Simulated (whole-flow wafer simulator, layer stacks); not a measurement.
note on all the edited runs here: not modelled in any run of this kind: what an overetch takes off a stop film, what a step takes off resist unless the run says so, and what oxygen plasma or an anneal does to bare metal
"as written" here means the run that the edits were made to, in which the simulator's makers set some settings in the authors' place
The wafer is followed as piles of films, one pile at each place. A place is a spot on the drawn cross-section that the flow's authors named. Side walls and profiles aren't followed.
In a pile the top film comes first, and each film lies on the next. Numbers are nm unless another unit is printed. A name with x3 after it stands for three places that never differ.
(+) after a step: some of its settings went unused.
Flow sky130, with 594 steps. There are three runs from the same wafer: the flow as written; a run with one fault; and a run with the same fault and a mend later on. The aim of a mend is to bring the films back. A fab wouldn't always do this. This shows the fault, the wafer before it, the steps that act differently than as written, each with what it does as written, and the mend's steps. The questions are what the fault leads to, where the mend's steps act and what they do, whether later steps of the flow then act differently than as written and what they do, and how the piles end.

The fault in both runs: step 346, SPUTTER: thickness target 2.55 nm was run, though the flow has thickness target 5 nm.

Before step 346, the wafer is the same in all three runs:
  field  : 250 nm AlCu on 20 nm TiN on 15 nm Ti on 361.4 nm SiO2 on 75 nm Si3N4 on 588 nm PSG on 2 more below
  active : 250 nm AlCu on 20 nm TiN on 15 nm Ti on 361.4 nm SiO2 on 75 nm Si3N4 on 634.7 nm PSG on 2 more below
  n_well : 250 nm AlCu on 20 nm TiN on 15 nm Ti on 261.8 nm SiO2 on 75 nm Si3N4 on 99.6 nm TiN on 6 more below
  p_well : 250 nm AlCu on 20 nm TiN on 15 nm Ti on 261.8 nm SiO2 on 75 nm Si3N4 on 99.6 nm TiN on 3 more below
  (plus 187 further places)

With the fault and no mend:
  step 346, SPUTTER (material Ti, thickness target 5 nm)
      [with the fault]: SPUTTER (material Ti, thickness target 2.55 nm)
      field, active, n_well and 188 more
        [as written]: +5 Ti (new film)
        [with the fault]: +2.55 Ti (new film)
  Steps later in the flow that act otherwise than as written (14 other steps are not shown; they differ only slightly, by no more than 2% or 0.5 nm, whichever is larger):
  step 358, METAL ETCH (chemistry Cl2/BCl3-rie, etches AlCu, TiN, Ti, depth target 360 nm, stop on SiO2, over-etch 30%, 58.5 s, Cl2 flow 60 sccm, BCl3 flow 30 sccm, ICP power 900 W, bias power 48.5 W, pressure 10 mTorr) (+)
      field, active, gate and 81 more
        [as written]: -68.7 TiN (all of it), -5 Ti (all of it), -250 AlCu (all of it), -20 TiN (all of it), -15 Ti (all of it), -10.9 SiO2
        [with the fault]: -68.7 TiN (all of it), -2.55 Ti (all of it), -250 AlCu (all of it), -20 TiN (all of it), -15 Ti (all of it), -11.2 SiO2
  At n_well, p_well, gate_hv and 104 more, the piles at the end differ from the flow's by more than 2% or 0.5 nm, whichever is larger.
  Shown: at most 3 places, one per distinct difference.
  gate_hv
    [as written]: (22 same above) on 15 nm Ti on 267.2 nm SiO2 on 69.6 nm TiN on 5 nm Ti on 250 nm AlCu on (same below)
    [with the fault]: (22 same above) on 15 nm Ti on 269.7 nm SiO2 on 69.6 nm TiN on 2.55 nm Ti on 250 nm AlCu on (same below)
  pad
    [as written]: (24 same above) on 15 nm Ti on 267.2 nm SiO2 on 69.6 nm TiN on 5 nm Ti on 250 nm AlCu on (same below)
    [with the fault]: (24 same above) on 15 nm Ti on 269.7 nm SiO2 on 69.6 nm TiN on 2.55 nm Ti on 250 nm AlCu on (same below)
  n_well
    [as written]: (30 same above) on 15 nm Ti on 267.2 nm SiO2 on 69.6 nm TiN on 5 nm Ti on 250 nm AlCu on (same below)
    [with the fault]: (30 same above) on 15 nm Ti on 269.7 nm SiO2 on 69.6 nm TiN on 2.55 nm Ti on 250 nm AlCu on (same below)

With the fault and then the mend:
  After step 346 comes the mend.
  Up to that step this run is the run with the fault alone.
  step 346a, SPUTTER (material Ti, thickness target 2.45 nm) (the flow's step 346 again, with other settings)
      field, active, n_well and 188 more
        +2.45 Ti
  Every later step of the flow that is run acts as written at every place that is followed.
  The piles end the same as the flow's at every place that both follow.
